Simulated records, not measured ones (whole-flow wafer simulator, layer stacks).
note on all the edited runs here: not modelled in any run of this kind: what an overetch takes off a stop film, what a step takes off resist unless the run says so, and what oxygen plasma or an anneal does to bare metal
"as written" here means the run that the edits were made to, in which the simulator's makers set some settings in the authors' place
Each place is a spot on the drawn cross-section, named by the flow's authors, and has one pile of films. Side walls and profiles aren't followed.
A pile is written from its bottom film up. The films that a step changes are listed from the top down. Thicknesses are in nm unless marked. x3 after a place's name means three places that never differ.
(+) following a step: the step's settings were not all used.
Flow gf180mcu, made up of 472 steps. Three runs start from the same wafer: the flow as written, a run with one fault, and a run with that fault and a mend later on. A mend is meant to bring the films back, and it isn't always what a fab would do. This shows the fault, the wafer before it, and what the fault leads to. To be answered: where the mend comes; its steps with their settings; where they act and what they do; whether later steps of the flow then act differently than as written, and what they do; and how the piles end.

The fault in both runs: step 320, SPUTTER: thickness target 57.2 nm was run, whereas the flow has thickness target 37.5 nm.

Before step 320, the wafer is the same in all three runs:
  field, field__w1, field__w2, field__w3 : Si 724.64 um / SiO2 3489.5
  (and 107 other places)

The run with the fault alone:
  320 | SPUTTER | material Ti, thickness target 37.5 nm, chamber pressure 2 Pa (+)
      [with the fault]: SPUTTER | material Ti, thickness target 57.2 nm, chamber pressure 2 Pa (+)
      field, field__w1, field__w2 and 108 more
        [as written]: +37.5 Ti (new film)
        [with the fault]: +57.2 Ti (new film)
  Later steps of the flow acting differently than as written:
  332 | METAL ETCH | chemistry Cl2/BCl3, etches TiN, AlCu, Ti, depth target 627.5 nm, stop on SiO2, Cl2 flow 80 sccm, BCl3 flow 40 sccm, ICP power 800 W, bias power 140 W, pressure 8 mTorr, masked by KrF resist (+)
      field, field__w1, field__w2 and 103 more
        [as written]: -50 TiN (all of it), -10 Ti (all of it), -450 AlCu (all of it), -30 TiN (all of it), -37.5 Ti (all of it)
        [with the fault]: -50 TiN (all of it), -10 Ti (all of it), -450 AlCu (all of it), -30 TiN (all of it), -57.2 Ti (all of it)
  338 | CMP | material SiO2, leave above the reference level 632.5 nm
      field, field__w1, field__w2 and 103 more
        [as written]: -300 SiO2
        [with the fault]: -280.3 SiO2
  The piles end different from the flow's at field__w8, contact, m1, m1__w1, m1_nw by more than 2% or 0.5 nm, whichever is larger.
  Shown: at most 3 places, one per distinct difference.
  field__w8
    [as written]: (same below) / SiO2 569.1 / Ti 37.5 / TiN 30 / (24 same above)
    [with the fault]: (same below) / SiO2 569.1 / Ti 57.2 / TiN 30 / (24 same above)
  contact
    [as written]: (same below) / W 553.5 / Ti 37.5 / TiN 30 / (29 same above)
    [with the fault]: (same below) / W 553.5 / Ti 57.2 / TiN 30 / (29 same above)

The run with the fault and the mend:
  The mend follows step 320.
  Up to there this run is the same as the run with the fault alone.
  320a | METAL ETCH | chemistry Cl2/BCl3, etches TiN, AlCu, Ti, depth target 19.7 nm, Cl2 flow 80 sccm, BCl3 flow 40 sccm, ICP power 800 W, bias power 140 W, pressure 8 mTorr (a further turn of the flow's step 260, with different settings)
      field, field__w1, field__w2 and 108 more
        -19.7 Ti
  Every later step of the flow that is run acts as written at every place that is followed.
  The piles end the same as the flow's at every place that both follow.
